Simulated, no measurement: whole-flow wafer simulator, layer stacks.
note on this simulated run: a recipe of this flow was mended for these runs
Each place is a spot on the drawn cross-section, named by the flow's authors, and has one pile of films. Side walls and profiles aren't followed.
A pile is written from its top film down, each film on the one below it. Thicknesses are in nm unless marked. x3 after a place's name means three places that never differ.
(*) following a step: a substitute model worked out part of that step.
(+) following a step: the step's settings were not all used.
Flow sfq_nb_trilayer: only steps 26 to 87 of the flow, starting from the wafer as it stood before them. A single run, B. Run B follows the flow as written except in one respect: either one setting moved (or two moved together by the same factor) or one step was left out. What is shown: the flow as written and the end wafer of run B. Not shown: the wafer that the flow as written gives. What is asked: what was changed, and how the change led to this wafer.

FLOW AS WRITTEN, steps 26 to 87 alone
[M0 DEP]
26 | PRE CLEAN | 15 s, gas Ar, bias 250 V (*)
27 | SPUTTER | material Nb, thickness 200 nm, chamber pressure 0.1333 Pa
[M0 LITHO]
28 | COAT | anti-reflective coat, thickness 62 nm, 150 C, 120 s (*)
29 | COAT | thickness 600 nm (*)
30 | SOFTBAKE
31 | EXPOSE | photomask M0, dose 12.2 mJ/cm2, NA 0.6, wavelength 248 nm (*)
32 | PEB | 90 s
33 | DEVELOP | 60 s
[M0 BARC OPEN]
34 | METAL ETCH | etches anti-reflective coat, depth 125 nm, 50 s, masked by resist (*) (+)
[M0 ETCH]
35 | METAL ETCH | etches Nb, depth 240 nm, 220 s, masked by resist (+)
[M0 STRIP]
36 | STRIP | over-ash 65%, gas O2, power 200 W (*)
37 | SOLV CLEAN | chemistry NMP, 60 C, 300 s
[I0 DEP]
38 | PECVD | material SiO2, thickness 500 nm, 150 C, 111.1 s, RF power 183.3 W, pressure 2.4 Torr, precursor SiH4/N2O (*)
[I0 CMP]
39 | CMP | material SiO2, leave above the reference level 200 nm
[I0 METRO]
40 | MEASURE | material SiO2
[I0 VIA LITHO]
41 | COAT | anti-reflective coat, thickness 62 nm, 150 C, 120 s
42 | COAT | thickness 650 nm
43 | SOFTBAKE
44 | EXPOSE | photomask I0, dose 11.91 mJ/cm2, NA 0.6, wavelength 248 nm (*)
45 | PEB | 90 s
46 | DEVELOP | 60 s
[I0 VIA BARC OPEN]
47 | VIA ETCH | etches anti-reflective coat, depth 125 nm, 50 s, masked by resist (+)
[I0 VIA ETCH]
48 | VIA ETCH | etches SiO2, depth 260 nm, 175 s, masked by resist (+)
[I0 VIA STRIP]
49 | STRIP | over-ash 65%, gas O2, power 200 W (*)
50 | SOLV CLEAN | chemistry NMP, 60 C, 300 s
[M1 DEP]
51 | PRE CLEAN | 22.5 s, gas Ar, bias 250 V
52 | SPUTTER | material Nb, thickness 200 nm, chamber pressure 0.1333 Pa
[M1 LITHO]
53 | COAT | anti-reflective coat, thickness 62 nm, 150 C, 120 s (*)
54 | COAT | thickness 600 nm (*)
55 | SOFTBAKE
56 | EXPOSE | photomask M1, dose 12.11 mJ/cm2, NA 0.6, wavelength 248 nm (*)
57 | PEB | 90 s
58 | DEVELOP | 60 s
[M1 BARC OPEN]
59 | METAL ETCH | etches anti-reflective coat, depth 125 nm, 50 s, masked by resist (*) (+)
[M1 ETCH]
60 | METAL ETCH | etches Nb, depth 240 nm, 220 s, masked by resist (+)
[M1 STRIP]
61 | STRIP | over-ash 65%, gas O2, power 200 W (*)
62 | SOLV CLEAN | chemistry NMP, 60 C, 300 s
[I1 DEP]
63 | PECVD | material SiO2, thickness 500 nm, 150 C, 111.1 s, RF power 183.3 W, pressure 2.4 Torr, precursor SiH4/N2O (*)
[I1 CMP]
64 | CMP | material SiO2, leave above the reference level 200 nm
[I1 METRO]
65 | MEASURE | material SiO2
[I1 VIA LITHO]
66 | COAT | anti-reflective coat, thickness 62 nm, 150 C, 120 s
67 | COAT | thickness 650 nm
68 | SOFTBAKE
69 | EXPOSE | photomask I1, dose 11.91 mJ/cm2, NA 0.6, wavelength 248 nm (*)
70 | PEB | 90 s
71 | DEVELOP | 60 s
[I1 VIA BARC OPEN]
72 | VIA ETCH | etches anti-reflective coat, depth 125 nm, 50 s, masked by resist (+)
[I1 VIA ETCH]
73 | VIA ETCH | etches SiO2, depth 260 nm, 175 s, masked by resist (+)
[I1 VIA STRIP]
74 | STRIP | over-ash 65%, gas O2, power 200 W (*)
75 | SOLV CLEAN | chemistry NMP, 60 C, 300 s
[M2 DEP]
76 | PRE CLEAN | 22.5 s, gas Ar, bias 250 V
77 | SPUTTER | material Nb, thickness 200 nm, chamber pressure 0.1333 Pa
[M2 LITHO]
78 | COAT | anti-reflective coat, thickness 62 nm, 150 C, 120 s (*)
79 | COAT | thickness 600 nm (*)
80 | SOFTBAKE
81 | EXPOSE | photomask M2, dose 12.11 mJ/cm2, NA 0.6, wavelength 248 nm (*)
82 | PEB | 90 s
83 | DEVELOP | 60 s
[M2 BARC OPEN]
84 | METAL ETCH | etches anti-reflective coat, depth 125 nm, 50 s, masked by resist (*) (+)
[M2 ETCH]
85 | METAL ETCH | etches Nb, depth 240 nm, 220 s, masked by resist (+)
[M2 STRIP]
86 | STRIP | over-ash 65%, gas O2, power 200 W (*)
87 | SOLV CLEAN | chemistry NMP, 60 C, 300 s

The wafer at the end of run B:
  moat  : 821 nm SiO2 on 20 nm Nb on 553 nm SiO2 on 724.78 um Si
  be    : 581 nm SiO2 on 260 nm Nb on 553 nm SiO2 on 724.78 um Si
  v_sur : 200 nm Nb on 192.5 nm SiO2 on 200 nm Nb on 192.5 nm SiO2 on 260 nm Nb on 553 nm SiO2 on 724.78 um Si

Cause: step 27, SPUTTER: thickness 260 nm was run, though the flow has thickness 200 nm.
The wafer lets one read it off: be has Nb 260, and step 27 as written asks for 200 nm.

How this came from the change, step by step:
  27 | SPUTTER | material Nb, thickness 200 nm, chamber pressure 0.1333 Pa
      field_l, v_sur, via_wl and 102 more: Nb gains 260 (new film) (as written it would have been: Nb gains 200 (new film))
      l0v: Nb gains 255.5 (new film) (as written it would have been: Nb gains 195.4 (new film))
  28 | COAT | anti-reflective coat, thickness 62 nm, 150 C, 120 s (*)
      l0_sur: anti-reflective coat gains 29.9 (new film) (as written it would have been: anti-reflective coat gains 29.3 (new film))
  35 | METAL ETCH | etches Nb, depth 240 nm, 220 s, masked by resist (+)
      moat, m0r_space_l x2: Nb loses 240 (as written it would have been: Nb loses 200 (all of it), SiO2 loses 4)
  36 | STRIP | over-ash 65%, gas O2, power 200 W (*)
      l0_sur: KrF-resist-other-grade loses 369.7 (all of it), anti-reflective coat loses 29.9 (all of it) (as written it would have been: KrF-resist-other-grade loses 370 (all of it), anti-reflective coat loses 29.3 (all of it))
  38 | PECVD | material SiO2, thickness 500 nm, 150 C, 111.1 s, RF power 183.3 W, pressure 2.4 Torr, precursor SiH4/N2O (*)
      moat, m0r_space_l x2: SiO2 gains 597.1 (new film) (as written it would have been: SiO2 gains 561.1)
If metal films that touch count as one body, moat has 1 body; the flow as written gives 0 bodies.
